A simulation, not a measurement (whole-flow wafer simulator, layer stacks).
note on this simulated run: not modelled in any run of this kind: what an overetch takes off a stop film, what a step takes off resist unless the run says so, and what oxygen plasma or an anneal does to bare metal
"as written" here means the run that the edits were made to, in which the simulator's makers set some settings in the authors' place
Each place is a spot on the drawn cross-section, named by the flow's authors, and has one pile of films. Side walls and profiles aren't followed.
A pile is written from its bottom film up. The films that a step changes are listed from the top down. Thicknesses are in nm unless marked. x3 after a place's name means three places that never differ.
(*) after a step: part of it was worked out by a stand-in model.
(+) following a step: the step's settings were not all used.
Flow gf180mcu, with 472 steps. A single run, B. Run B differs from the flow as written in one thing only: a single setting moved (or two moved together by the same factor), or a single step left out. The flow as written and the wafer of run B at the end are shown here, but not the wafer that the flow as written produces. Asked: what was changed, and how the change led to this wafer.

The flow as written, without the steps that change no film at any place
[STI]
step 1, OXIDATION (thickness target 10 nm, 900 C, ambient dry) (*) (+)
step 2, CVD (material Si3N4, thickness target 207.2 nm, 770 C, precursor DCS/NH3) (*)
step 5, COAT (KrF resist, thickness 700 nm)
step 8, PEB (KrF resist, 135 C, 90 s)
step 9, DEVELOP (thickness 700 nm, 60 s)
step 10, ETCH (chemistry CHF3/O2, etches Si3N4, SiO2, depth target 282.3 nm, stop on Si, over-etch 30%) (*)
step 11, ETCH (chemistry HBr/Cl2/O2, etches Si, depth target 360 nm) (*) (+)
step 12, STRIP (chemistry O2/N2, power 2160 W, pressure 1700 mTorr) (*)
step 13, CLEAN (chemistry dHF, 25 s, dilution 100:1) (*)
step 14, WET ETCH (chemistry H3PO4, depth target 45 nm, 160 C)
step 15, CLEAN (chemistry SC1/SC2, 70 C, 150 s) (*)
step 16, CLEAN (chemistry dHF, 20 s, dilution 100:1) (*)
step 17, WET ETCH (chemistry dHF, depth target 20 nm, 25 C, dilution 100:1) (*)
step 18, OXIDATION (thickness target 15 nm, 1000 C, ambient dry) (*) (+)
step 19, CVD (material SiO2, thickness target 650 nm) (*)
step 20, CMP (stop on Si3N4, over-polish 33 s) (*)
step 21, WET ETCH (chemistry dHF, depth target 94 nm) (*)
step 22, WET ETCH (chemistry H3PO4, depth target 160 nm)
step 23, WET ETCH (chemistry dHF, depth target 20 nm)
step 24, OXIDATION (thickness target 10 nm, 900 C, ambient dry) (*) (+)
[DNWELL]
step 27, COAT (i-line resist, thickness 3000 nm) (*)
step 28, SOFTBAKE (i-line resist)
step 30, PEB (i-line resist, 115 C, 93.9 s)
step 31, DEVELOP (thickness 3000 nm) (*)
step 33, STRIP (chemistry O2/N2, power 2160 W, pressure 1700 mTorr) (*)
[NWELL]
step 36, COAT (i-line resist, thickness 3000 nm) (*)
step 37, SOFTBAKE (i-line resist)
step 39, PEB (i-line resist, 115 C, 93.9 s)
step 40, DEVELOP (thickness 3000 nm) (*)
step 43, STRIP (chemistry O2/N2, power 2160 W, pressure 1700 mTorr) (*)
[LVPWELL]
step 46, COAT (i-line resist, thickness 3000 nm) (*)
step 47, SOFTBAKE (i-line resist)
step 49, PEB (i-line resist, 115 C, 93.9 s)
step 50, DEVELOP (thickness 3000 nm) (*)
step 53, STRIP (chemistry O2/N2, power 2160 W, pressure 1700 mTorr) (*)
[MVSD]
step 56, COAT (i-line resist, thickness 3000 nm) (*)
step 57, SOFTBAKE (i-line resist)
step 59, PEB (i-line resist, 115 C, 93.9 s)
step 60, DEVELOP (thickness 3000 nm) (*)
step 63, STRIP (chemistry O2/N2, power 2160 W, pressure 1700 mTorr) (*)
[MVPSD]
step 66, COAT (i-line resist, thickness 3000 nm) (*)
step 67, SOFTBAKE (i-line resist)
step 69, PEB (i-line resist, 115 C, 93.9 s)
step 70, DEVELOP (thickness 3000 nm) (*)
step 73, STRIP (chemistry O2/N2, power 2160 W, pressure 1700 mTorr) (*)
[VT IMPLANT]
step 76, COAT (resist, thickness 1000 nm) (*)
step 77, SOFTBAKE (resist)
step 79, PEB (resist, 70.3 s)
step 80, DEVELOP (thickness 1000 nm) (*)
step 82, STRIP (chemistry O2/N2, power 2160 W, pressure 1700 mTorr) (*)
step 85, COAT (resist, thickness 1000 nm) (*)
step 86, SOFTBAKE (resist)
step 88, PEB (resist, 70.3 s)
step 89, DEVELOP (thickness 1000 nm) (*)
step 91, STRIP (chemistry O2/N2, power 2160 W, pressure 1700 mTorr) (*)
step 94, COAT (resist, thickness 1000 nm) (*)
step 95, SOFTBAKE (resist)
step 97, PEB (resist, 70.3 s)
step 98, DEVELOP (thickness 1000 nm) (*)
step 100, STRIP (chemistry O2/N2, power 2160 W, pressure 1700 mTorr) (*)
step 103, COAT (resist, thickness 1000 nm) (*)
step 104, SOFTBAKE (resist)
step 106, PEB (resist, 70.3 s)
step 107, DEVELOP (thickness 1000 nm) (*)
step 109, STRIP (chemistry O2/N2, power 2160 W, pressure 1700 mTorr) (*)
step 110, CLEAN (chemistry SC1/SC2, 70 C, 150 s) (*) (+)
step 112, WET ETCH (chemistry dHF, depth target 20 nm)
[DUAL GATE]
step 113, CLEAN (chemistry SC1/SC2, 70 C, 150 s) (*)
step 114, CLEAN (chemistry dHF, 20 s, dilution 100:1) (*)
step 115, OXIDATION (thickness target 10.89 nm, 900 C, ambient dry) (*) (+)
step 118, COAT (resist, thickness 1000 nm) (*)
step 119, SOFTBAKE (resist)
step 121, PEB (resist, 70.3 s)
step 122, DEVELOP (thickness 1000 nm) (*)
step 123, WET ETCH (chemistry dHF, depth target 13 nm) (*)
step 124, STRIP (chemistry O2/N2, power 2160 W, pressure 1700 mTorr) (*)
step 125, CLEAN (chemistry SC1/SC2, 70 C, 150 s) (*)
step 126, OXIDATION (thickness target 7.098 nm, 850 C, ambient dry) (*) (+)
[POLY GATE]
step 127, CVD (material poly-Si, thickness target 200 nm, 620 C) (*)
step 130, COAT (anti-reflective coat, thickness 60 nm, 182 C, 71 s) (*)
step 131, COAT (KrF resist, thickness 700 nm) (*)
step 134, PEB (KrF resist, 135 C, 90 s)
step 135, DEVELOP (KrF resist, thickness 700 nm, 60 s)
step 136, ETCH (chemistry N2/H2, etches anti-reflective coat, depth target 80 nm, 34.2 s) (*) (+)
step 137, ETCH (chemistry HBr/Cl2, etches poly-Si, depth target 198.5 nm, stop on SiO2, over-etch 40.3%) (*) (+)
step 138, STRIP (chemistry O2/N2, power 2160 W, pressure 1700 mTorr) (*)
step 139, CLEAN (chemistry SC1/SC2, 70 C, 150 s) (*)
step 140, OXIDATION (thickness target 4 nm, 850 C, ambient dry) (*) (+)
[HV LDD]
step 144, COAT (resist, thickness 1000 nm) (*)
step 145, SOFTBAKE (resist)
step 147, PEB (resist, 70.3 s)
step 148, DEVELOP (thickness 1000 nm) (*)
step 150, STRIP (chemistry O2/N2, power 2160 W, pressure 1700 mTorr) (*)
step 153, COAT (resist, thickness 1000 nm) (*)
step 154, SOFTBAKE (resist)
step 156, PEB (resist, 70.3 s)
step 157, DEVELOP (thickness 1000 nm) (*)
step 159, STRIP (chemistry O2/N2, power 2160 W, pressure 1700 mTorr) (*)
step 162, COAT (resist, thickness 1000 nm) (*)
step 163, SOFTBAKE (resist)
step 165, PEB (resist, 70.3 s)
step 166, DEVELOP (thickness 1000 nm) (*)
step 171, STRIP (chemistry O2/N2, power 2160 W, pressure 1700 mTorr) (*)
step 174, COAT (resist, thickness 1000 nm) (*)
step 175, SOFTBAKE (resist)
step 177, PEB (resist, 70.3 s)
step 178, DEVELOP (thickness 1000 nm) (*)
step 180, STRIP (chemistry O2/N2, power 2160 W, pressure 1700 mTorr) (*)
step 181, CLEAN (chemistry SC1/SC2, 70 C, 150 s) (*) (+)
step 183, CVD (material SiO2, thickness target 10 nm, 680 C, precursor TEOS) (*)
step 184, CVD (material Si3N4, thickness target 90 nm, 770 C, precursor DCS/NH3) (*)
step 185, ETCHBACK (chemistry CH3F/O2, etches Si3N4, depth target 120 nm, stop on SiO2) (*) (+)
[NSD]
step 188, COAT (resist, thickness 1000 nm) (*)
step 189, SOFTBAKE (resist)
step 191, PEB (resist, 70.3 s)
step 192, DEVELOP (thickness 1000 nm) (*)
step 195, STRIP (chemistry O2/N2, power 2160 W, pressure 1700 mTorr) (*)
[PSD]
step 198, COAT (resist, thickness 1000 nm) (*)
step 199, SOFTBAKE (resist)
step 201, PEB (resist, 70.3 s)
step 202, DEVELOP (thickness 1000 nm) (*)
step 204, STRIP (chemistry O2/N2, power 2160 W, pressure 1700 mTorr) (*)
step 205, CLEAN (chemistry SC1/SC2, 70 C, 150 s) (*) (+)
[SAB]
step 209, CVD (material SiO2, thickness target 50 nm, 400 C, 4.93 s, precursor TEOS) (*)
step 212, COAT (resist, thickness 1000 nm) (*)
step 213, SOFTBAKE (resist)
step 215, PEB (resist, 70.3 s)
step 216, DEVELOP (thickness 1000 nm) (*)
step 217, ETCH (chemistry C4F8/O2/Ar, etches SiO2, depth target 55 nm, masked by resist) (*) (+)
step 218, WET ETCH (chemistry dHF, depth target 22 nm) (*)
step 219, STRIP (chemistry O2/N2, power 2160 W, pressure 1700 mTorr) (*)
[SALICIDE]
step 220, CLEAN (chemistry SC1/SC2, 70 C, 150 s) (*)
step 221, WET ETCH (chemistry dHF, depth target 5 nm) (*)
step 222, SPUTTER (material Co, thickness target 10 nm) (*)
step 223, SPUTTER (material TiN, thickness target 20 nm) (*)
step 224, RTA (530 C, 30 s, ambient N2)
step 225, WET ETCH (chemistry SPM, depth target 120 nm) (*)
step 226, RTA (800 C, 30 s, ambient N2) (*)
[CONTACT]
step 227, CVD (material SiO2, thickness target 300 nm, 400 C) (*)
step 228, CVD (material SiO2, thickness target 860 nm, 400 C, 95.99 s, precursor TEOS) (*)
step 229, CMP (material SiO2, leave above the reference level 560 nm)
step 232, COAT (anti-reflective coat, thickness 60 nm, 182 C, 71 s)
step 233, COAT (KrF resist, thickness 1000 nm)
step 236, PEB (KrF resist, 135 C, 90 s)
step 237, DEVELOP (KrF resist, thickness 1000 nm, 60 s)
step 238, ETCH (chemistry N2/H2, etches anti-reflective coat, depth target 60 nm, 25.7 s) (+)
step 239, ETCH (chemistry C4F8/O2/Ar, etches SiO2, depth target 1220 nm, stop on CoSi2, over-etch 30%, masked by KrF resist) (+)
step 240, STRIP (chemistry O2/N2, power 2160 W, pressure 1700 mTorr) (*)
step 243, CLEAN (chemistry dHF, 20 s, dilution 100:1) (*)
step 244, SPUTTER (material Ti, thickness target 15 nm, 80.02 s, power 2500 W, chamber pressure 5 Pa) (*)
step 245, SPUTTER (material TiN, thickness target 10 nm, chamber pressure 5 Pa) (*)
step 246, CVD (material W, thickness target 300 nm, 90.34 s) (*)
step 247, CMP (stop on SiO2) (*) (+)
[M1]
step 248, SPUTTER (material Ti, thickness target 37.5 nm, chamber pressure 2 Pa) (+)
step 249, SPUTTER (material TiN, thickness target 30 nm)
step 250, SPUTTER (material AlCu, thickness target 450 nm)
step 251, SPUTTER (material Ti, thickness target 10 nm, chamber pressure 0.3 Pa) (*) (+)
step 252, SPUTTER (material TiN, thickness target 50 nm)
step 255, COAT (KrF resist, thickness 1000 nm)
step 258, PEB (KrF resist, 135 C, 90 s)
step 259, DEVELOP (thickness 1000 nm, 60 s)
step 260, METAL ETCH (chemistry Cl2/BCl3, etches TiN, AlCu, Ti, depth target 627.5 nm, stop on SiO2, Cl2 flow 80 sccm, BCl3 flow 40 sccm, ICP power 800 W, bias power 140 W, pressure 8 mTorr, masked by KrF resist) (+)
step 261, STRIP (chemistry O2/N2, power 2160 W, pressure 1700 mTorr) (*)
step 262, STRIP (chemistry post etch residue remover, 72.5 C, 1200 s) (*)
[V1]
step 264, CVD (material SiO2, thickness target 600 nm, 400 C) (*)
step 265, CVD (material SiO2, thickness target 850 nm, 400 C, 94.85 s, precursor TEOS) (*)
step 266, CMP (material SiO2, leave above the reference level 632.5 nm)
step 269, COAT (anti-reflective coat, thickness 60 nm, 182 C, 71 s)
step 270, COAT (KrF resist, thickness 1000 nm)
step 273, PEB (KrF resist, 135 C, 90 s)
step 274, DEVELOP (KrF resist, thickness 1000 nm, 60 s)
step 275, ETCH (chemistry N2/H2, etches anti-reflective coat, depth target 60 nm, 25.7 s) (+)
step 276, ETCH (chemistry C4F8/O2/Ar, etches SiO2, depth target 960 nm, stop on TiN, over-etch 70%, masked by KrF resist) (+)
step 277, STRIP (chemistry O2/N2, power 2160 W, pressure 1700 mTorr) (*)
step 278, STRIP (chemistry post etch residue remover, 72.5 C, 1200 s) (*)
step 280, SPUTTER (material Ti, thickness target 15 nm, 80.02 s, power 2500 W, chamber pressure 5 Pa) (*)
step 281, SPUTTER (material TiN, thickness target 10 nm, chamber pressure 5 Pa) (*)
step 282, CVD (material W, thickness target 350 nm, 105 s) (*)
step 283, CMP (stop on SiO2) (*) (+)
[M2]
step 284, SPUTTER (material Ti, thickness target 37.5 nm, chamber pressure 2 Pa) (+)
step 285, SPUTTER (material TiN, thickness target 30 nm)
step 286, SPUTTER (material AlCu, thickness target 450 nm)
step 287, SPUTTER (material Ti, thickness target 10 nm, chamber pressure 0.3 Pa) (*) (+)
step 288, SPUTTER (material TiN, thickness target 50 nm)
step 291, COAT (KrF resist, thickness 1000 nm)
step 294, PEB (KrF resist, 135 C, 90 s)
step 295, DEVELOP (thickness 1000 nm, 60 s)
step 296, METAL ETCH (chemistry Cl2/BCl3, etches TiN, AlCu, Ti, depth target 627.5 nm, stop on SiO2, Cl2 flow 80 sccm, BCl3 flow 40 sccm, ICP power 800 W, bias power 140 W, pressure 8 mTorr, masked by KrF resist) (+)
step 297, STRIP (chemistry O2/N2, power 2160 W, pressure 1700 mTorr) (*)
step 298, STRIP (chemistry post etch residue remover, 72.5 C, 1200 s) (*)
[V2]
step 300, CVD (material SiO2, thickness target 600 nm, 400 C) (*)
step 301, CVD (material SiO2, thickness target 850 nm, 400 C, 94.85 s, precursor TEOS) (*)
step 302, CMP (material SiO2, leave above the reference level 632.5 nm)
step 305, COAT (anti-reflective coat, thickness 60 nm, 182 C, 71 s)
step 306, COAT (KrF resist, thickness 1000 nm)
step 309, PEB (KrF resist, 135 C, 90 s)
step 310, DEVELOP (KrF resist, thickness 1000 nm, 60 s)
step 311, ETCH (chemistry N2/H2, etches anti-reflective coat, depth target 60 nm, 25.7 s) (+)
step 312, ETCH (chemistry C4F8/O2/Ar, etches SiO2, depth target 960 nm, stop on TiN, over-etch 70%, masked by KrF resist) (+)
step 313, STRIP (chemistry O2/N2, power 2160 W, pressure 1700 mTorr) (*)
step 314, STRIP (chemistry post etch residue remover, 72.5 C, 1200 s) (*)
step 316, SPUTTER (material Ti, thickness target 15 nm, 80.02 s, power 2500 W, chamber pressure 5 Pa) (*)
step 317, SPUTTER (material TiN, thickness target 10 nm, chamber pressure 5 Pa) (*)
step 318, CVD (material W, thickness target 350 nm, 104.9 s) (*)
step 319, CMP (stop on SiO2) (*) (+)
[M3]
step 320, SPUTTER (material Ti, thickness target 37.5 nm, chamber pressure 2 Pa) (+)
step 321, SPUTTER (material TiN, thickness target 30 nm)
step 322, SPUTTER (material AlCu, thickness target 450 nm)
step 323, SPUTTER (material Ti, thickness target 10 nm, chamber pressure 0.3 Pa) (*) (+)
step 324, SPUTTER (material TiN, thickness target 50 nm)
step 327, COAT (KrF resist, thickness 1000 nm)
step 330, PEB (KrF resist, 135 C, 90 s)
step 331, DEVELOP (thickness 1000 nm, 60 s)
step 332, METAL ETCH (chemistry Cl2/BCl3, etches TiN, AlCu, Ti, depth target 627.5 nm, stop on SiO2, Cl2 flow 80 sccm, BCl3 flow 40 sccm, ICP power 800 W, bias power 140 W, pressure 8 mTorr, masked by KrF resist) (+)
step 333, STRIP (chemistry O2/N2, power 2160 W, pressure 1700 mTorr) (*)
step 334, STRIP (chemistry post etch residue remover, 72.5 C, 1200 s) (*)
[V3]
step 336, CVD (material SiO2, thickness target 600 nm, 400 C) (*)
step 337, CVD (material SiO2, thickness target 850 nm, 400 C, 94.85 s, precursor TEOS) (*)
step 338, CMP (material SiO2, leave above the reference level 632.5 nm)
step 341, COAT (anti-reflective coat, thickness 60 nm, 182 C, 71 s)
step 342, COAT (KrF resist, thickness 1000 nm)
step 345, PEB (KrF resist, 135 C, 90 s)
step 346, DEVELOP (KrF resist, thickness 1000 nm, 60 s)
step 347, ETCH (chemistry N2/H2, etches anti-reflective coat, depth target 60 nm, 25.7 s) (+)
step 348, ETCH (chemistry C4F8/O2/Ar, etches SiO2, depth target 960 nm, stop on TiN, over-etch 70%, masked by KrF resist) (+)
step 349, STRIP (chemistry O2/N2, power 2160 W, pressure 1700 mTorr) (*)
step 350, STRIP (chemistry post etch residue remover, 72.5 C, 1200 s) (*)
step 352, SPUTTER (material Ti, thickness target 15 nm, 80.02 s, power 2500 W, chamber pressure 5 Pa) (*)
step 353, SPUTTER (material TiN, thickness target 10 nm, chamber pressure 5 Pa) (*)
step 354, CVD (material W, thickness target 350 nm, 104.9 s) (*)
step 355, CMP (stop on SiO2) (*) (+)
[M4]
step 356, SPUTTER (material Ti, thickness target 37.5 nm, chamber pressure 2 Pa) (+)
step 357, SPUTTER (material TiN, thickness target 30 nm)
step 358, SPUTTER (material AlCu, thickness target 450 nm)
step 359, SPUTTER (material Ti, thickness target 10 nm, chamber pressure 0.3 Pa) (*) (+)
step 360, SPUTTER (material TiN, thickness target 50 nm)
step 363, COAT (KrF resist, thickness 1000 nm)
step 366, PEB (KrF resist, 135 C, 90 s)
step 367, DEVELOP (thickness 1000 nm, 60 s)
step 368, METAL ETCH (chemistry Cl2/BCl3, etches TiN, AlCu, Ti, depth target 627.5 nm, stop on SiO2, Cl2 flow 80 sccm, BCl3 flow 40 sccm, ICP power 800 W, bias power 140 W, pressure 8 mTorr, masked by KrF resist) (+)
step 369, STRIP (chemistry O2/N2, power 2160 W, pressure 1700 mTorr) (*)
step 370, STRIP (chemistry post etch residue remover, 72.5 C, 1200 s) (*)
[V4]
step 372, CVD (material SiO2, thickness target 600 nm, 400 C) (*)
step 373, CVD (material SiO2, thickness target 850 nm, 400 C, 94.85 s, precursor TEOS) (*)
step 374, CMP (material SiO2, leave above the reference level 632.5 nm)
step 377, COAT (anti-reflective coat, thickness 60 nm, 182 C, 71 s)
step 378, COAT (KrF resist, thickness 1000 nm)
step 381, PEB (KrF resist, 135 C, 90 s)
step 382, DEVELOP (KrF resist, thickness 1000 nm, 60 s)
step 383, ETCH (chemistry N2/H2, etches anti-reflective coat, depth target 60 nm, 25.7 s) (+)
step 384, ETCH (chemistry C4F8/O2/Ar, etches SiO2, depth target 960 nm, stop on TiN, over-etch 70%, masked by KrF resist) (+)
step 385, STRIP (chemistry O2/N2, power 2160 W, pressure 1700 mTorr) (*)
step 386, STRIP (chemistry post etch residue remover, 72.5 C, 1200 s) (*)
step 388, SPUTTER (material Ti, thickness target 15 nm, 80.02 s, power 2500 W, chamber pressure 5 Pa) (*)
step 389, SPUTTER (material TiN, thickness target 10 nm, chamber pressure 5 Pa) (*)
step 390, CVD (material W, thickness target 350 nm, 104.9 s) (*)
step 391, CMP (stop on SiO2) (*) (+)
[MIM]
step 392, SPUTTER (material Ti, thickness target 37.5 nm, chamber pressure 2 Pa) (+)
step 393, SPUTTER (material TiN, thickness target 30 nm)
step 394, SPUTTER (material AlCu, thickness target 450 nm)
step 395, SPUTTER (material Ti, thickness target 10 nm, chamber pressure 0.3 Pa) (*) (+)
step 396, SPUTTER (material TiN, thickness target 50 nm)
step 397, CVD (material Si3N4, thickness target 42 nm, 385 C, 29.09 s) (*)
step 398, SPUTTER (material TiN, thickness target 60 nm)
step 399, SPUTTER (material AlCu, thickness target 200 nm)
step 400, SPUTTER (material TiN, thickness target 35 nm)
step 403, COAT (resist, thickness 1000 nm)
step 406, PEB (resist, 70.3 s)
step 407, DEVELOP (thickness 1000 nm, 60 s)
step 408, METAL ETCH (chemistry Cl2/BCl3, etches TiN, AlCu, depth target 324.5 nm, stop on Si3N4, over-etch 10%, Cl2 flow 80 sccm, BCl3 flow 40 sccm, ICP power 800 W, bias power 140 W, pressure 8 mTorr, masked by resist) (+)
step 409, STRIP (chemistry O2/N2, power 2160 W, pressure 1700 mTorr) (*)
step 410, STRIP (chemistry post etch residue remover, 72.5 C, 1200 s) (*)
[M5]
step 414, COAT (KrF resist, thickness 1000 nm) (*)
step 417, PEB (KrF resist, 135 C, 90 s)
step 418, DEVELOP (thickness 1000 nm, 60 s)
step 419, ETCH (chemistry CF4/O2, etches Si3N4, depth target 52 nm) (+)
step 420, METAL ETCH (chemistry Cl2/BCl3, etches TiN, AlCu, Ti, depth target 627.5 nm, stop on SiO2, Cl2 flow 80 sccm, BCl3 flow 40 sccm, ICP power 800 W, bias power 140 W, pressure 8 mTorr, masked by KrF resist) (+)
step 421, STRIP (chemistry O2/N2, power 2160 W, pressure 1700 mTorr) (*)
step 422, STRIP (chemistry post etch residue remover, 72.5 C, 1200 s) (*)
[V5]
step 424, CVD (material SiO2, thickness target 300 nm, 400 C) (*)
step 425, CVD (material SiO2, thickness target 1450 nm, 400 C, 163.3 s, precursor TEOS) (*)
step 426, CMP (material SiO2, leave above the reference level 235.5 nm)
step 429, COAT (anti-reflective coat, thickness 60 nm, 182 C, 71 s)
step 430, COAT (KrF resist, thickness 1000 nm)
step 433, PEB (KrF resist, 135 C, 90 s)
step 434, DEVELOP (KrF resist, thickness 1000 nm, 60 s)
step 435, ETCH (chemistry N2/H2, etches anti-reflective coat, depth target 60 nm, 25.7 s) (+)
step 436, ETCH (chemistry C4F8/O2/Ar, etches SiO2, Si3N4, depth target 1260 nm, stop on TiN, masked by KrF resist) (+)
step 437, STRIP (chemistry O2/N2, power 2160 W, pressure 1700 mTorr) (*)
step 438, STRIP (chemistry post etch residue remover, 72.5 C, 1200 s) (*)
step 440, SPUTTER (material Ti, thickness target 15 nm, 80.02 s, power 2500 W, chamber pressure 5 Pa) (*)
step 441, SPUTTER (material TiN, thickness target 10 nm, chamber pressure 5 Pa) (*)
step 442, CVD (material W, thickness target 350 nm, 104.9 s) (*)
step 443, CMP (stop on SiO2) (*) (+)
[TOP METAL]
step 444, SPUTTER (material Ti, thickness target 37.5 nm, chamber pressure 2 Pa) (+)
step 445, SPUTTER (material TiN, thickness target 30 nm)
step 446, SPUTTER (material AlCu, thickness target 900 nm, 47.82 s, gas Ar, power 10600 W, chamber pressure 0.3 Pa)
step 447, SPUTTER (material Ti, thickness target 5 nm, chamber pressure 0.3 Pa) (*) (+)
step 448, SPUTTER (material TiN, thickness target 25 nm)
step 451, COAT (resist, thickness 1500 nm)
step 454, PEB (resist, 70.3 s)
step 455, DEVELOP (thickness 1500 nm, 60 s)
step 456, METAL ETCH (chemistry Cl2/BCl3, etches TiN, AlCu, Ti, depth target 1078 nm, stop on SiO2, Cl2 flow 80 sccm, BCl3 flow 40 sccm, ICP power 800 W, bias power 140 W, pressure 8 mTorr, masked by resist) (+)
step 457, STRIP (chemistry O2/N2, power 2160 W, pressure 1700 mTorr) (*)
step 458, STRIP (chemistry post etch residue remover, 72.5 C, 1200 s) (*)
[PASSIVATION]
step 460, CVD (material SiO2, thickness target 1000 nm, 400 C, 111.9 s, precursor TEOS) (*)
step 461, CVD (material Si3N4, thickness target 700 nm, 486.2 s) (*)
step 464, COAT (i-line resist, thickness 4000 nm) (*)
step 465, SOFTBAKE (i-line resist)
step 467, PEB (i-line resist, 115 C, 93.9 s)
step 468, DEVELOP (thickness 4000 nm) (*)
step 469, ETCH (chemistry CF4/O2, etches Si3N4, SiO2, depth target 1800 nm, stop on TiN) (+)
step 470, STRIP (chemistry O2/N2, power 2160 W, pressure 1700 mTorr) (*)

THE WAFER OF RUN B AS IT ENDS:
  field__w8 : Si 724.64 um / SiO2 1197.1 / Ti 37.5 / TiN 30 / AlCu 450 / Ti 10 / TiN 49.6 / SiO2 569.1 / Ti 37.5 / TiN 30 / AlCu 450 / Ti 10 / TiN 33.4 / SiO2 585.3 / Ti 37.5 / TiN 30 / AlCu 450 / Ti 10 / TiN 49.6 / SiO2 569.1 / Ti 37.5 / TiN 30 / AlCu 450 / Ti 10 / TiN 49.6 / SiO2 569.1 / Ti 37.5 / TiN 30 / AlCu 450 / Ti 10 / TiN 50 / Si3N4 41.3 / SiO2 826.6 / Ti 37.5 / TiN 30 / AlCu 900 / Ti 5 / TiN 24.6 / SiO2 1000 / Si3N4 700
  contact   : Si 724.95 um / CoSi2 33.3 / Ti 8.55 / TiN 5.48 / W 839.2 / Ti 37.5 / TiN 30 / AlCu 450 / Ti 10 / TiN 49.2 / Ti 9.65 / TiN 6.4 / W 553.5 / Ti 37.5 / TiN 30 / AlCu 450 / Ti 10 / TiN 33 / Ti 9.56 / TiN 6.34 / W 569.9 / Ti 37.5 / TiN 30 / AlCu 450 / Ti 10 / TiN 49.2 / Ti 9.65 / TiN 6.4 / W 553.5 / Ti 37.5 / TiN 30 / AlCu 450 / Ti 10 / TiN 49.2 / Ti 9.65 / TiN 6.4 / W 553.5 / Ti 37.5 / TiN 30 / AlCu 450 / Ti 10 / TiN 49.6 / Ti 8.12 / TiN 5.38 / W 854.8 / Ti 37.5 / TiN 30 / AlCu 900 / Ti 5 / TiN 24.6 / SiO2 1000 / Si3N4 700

The reason: step 288, SPUTTER: thickness target 33.8 nm was run, whereas the flow has thickness target 50 nm.

How this came from the change, step by step:
  step 288, SPUTTER (material TiN, thickness target 50 nm)
      field, field__w1, field__w2 and 108 more: +33.8 TiN (new film) (as written it would have been: +50 TiN (new film))
  step 296, METAL ETCH (chemistry Cl2/BCl3, etches TiN, AlCu, Ti, depth target 627.5 nm, stop on SiO2, Cl2 flow 80 sccm, BCl3 flow 40 sccm, ICP power 800 W, bias power 140 W, pressure 8 mTorr, masked by KrF resist) (+)
      field, field__w1, field__w2 and 103 more: -33.8 TiN (all of it), -10 Ti (all of it), -450 AlCu (all of it), -30 TiN (all of it), -37.5 Ti (all of it) (as written it would have been: -50 TiN (all of it), -10 Ti (all of it), -450 AlCu (all of it), -30 TiN (all of it), -37.5 Ti (all of it))
  step 312, ETCH (chemistry C4F8/O2/Ar, etches SiO2, depth target 960 nm, stop on TiN, over-etch 70%, masked by KrF resist) (+)
      contact: -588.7 SiO2 (all of it) (as written it would have been: -572.5 SiO2 (all of it))
